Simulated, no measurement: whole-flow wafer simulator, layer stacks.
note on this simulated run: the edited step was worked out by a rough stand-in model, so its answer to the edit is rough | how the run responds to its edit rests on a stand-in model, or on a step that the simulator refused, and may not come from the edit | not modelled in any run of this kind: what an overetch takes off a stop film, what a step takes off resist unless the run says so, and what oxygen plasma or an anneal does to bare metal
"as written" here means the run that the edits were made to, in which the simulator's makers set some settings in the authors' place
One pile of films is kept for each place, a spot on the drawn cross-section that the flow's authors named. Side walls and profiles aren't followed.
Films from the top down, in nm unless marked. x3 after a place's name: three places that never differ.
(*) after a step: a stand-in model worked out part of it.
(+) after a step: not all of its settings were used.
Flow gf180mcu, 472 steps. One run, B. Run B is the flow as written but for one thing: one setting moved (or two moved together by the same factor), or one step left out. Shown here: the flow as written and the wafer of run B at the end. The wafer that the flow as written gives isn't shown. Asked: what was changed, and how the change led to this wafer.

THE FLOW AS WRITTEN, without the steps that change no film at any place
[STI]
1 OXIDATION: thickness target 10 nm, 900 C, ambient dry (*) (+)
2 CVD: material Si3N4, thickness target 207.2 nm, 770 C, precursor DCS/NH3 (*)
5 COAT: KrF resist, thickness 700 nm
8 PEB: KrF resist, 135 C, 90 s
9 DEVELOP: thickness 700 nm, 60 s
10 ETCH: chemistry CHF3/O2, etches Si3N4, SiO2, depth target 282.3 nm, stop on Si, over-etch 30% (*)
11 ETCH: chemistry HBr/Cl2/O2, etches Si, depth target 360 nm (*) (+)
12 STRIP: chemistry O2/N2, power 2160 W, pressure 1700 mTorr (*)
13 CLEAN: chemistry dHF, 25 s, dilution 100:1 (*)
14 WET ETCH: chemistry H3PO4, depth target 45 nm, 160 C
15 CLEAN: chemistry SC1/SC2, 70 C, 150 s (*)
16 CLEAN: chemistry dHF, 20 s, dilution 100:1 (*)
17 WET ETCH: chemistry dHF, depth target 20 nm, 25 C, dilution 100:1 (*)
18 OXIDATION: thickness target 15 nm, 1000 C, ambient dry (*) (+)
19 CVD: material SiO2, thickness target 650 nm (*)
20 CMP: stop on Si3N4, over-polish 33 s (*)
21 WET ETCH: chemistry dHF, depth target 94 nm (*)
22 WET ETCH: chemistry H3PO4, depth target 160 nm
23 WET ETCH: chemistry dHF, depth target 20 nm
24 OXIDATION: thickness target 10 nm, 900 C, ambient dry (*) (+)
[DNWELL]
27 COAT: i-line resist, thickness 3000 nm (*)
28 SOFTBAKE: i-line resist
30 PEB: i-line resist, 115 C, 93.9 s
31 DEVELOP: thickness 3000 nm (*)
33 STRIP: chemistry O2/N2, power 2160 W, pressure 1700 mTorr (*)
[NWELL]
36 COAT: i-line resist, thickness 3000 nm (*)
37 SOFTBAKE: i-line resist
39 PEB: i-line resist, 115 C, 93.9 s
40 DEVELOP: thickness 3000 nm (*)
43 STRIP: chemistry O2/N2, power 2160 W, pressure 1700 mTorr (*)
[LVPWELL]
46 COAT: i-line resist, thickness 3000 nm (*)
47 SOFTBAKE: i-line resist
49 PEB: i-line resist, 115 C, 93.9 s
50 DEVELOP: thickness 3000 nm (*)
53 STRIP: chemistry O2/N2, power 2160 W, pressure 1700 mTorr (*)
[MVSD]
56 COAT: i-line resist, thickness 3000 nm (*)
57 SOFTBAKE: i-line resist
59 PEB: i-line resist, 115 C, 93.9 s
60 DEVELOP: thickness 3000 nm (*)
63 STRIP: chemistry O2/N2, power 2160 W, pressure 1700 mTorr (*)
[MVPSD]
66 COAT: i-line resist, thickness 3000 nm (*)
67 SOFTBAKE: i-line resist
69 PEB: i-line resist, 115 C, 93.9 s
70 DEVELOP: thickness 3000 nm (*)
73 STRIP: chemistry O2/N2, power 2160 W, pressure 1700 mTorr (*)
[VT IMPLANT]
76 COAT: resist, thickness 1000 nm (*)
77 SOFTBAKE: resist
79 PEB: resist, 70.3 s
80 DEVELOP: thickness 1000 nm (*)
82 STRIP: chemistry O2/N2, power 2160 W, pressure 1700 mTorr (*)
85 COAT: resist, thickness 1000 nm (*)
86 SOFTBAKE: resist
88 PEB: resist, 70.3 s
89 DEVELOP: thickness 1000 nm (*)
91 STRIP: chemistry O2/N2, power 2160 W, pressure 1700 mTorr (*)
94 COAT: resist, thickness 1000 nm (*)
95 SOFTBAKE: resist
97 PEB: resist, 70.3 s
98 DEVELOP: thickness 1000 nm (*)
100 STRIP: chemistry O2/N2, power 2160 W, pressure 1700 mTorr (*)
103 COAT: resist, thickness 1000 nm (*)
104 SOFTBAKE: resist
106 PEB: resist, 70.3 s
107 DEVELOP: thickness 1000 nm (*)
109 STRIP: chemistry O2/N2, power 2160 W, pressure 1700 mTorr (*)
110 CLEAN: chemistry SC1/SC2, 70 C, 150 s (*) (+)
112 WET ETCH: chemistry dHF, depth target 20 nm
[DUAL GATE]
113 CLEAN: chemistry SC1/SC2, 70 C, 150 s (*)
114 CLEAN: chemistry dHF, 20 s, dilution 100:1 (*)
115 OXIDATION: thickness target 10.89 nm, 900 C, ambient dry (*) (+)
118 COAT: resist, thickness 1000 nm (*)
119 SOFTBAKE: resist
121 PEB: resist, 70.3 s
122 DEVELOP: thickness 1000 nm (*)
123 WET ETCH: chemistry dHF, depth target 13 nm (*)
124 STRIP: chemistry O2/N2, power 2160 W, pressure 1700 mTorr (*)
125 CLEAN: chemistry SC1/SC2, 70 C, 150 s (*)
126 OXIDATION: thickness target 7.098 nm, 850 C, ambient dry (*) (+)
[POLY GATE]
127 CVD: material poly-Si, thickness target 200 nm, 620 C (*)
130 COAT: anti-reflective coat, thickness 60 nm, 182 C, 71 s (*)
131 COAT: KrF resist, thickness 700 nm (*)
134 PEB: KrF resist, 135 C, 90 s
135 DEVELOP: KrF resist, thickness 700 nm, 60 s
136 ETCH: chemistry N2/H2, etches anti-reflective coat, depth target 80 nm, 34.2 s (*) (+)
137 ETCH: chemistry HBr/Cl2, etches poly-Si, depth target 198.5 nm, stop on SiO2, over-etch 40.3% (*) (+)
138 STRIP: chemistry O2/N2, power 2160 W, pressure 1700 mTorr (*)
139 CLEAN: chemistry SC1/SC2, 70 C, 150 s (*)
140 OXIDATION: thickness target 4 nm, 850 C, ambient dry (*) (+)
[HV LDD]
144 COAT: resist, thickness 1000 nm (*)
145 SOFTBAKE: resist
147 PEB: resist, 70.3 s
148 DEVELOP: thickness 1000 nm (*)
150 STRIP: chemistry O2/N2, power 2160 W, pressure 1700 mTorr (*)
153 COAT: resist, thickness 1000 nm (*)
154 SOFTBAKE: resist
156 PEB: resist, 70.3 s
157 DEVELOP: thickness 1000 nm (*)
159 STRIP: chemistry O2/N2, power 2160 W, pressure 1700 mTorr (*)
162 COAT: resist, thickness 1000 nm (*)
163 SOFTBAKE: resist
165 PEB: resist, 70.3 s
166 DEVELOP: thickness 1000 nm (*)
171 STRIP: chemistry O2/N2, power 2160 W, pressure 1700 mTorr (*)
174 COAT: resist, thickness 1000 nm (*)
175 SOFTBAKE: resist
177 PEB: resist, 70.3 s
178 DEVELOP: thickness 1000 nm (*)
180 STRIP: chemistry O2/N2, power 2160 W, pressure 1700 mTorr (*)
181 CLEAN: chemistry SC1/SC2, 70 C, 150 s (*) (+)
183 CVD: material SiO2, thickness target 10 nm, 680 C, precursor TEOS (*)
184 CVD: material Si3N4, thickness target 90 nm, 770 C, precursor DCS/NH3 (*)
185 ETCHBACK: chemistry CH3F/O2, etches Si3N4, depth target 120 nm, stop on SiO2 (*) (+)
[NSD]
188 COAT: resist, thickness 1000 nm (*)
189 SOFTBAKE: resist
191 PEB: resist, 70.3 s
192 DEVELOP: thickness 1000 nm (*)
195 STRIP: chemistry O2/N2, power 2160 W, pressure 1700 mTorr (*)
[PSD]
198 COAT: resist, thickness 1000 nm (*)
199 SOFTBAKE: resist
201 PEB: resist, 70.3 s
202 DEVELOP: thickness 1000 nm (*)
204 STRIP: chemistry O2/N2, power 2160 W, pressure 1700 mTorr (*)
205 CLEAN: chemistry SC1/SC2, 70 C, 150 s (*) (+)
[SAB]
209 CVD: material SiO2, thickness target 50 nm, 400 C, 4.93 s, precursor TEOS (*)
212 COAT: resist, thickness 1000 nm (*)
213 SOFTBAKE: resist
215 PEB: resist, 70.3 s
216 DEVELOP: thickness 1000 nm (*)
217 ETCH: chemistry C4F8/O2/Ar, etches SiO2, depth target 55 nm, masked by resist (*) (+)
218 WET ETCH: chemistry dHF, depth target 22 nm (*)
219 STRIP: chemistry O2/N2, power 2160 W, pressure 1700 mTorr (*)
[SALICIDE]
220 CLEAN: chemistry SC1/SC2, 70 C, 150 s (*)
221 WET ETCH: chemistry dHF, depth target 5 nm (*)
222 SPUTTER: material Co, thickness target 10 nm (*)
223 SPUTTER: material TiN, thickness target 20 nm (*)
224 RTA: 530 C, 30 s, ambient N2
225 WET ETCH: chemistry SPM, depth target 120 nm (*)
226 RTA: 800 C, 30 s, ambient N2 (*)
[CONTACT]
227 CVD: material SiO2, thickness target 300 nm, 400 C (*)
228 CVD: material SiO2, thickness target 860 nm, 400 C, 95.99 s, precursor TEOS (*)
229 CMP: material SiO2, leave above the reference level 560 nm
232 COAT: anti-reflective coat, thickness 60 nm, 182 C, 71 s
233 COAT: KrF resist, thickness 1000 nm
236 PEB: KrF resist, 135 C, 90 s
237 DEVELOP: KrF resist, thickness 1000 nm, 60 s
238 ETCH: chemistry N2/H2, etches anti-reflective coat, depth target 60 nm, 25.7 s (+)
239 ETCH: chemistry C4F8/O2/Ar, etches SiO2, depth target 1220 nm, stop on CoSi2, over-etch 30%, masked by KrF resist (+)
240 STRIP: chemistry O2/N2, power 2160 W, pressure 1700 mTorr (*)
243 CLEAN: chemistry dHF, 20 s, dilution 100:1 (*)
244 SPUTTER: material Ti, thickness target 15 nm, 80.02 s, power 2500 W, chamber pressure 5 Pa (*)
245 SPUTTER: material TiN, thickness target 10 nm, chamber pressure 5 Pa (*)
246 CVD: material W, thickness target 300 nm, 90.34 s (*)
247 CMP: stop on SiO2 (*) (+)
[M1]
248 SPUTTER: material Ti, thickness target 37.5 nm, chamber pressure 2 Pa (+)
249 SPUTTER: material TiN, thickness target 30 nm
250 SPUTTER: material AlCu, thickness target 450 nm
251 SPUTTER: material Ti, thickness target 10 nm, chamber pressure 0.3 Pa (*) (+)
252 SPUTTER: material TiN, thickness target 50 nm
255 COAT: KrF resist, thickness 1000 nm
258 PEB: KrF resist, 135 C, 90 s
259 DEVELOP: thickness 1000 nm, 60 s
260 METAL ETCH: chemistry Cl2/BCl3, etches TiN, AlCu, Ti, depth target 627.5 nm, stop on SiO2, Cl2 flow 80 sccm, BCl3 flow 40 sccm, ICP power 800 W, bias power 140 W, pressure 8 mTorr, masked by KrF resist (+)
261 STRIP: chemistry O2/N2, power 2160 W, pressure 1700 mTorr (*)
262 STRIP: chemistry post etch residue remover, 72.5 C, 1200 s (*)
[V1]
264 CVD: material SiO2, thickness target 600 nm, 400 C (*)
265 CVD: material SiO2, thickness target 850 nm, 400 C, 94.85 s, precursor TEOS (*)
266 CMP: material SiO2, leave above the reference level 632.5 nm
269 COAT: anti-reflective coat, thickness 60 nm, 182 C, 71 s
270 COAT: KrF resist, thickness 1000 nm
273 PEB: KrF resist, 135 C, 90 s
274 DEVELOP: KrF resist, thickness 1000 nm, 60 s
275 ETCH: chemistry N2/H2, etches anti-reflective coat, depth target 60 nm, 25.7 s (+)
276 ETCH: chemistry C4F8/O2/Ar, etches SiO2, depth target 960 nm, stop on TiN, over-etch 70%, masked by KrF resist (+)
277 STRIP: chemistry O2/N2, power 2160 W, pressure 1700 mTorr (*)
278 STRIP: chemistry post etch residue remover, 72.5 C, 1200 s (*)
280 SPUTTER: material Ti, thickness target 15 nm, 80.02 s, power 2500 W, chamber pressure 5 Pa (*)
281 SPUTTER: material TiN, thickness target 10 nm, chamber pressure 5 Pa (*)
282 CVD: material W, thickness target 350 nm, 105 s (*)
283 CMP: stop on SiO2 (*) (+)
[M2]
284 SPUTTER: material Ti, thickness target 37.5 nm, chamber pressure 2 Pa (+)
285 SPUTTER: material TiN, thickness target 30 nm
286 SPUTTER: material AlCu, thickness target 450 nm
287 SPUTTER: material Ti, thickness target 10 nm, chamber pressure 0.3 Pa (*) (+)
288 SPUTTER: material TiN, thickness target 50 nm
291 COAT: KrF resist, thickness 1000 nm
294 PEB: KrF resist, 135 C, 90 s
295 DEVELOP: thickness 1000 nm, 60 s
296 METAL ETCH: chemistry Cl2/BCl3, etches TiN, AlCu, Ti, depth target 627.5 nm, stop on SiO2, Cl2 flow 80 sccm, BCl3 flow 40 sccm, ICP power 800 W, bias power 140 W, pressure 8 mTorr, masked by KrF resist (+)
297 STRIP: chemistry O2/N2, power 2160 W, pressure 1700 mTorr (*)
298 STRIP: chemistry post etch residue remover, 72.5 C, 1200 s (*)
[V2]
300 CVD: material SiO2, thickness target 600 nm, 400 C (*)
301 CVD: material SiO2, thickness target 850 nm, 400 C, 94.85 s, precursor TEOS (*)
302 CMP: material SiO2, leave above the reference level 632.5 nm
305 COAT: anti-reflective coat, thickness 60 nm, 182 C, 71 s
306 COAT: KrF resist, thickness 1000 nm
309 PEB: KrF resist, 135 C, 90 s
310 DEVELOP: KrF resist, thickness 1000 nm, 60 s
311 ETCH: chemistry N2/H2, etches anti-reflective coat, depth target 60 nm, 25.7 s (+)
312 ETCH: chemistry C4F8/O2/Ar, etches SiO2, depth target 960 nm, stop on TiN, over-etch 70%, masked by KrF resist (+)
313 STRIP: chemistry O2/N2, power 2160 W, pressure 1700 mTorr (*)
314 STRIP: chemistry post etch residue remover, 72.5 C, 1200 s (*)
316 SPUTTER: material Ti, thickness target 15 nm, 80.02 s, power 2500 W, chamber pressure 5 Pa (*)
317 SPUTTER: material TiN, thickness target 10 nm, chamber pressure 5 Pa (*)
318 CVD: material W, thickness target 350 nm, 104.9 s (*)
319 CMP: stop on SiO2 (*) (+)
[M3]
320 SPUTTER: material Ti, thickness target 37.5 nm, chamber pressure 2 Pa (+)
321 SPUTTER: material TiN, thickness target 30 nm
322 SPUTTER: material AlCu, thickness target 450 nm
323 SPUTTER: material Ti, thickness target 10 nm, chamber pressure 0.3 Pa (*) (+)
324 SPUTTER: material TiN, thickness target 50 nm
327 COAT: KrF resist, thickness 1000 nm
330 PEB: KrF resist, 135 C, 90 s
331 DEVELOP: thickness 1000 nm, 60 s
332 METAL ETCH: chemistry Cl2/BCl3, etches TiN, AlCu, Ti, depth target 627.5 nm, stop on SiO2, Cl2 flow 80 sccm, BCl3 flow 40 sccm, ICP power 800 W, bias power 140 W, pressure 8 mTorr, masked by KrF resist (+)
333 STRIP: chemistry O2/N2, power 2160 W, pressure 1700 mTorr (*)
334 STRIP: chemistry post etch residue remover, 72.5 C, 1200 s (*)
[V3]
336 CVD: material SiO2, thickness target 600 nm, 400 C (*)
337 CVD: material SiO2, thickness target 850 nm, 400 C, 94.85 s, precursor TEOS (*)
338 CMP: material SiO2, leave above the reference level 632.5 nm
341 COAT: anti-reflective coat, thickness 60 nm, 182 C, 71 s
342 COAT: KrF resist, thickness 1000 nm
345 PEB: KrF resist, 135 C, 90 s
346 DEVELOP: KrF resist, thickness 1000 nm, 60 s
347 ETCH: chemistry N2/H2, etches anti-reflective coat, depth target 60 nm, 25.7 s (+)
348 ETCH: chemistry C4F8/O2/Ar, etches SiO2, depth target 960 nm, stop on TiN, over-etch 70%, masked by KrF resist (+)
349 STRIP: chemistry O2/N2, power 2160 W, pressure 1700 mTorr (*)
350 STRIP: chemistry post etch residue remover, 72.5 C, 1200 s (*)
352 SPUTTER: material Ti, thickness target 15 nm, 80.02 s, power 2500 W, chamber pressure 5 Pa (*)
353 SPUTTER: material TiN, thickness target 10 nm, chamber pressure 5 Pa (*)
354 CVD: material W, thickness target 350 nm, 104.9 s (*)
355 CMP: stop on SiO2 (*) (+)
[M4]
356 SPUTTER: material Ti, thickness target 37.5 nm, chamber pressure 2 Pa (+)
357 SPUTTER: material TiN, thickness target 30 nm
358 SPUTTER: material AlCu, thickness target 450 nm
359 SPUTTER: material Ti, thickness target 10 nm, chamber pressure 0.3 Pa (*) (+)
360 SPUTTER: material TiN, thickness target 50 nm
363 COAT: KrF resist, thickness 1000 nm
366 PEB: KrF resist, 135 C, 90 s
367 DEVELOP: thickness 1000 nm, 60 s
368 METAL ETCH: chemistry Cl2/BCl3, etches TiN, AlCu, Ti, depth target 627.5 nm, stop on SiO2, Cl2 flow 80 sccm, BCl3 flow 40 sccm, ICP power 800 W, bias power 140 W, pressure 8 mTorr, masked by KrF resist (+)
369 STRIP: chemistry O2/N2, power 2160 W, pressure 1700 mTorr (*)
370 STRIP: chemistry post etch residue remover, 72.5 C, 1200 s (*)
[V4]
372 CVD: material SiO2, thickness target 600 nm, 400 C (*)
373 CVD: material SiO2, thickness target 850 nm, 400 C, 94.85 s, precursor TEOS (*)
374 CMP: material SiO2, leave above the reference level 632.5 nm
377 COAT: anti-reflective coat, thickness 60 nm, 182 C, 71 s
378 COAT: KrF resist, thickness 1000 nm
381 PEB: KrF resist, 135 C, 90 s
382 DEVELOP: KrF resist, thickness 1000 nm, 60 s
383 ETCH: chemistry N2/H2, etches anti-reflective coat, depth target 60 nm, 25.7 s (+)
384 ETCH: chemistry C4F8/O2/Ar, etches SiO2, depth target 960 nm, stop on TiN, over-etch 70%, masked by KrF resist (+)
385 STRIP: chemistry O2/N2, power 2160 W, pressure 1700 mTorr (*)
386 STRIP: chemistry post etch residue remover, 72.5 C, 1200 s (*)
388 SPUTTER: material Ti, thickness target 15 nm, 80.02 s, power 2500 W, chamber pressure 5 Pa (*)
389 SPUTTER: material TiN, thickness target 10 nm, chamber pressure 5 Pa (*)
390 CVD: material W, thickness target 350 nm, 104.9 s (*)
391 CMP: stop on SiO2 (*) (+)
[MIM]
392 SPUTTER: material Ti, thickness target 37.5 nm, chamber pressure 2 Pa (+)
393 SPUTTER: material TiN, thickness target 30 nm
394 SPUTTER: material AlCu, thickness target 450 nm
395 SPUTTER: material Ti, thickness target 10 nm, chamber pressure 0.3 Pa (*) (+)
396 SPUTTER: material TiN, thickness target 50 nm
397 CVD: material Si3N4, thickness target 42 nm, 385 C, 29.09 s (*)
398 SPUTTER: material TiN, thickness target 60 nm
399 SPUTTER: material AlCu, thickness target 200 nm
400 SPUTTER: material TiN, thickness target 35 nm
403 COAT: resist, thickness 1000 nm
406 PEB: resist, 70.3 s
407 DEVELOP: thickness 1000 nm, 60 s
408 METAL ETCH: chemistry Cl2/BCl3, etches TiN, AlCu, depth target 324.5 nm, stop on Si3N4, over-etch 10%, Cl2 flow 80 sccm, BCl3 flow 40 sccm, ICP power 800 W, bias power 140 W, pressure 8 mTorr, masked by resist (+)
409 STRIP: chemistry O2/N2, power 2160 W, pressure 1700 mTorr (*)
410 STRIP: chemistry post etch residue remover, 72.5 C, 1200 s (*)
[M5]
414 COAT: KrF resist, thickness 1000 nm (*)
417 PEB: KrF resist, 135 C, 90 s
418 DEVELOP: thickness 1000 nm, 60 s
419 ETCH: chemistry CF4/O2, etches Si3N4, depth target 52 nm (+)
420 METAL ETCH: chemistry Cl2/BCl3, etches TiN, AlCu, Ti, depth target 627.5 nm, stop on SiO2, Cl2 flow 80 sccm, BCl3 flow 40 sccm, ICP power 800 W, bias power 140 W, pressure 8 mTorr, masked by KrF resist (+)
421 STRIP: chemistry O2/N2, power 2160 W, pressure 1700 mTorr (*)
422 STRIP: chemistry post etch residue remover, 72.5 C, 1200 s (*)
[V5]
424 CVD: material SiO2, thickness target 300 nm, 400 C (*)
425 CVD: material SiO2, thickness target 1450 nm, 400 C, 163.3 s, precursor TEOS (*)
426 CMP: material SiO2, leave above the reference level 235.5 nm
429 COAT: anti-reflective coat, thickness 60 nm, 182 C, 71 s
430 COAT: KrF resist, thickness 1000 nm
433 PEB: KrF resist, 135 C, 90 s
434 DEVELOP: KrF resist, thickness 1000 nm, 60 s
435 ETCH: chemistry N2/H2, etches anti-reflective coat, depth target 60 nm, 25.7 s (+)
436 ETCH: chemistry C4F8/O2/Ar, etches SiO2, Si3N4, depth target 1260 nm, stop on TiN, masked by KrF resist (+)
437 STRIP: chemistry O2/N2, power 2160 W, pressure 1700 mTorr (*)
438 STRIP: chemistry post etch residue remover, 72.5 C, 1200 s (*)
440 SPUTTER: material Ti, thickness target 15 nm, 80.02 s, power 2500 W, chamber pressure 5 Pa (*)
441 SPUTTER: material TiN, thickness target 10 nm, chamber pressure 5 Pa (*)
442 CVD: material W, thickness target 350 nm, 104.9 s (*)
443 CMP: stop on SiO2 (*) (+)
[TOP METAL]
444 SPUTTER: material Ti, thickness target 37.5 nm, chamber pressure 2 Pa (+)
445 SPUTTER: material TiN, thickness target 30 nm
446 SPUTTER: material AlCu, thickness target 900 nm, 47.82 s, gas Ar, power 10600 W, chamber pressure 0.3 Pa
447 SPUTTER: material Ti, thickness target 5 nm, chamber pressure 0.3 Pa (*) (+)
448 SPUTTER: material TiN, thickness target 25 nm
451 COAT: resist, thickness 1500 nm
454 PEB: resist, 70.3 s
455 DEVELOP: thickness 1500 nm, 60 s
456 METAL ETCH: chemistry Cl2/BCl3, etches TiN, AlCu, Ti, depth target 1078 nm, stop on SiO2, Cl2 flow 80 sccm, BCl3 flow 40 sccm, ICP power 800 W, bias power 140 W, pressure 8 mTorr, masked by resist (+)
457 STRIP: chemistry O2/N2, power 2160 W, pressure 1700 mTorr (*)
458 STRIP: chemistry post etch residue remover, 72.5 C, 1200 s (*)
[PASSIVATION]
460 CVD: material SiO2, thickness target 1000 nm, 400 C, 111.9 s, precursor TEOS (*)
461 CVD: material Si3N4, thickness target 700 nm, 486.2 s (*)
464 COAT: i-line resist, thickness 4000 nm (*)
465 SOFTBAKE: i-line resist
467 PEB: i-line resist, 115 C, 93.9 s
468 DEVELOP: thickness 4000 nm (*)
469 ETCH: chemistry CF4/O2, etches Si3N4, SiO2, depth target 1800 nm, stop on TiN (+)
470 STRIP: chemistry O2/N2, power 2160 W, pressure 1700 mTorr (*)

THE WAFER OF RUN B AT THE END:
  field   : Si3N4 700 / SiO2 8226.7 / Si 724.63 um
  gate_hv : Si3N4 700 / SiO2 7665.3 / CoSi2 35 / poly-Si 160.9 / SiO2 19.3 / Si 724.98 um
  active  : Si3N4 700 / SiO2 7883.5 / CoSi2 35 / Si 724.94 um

The cause: step 115, OXIDATION: thickness target 16.44 nm was run, where the flow has thickness target 10.89 nm.

How the change led to this, step by step:
  115 OXIDATION: thickness target 10.89 nm, 900 C, ambient dry (*) (+)
      active, n_well, p_well and 40 more: SiO2 +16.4 (new film), Si -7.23 (as written it would be: SiO2 +10.9 (new film), Si -4.79)
      sti, mim_1p0, pad and 19 more: SiO2 +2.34, Si -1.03 (as written it would be: SiO2 +1.22, Si -0.54)
      (and at 27 more places)
  123 WET ETCH: chemistry dHF, depth target 13 nm (*)
      active, n_well, p_well and 12 more: SiO2 -13 (as written it would be: SiO2 -10.9 (all of it))
  124 STRIP: chemistry O2/N2, power 2160 W, pressure 1700 mTorr (*)
      active, n_well, p_well and 12 more: nothing (as written it would be: chemical SiO2 +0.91 (new film), Si -0.4)
  126 OXIDATION: thickness target 7.098 nm, 850 C, ambient dry (*) (+)
      active, n_well, p_well and 12 more: SiO2 +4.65, Si -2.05 (as written it would be: SiO2 +7.1 (new film), chemical SiO2 -0.76 (all of it), Si -2.79)
  130 COAT: anti-reflective coat, thickness 60 nm, 182 C, 71 s (*)
      p_well, spacer, sd_n: anti-reflective coat +72.5 (new film) (as written it would be: anti-reflective coat +70.9 (new film))
      field__w6: anti-reflective coat +56.5 (new film) (as written it would be: anti-reflective coat +55.2 (new film))
      (and at 10 more places)
  136 ETCH: chemistry N2/H2, etches anti-reflective coat, depth target 80 nm, 34.2 s (*) (+)
      p_well, spacer, sd_n: anti-reflective coat -72.5 (all of it), poly-Si -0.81 (as written it would be: anti-reflective coat -70.9 (all of it), poly-Si -0.85)
      field__w6: anti-reflective coat -56.5 (all of it), poly-Si -1.22 (as written it would be: anti-reflective coat -55.2 (all of it), poly-Si -1.25)
      (and at 6 more places)
  138 STRIP: chemistry O2/N2, power 2160 W, pressure 1700 mTorr (*)
      ld_fp_p: chemical SiO2 +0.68 (new film), KrF resist -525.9 (all of it), anti-reflective coat -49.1 (all of it), poly-Si -0.3 (as written it would be: chemical SiO2 +0.68 (new film), KrF resist -526.2 (all of it), anti-reflective coat -47.8 (all of it), poly-Si -0.3)
      ld_body_p_dnw: chemical SiO2 +0.68 (new film), KrF resist -527.3 (all of it), anti-reflective coat -64 (all of it), poly-Si -0.3 (as written it would be: chemical SiO2 +0.68 (new film), KrF resist -527.3 (all of it), anti-reflective coat -65.4 (all of it), poly-Si -0.3)
      (and at 2 more places)
  189 SOFTBAKE: resist
      field__w9: resist -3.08 (as written it would be: resist +6.92)
      active_nat: resist +9.32 (as written it would be: resist +5.49)
  199 SOFTBAKE: resist
      field__w9: resist -3.08 (as written it would be: resist +6.92)
      active_nat: resist +9.32 (as written it would be: resist +5.49)
  218 WET ETCH: chemistry dHF, depth target 22 nm (*)
      active, p_well, sd_n, iso_ptap_pw, iso_ntap_nw, iso_ptap_sub, vpnp_e: SiO2 -9.67 (all of it) (as written it would be: SiO2 -9.01 (all of it))
      ldn_tap, ldn_src, ldn_drn, ldp_tap, ldp_src, ldp_drn, ldp_gr: SiO2 -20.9 (all of it) (as written it would be: SiO2 -16 (all of it))
      (and at 9 more places)
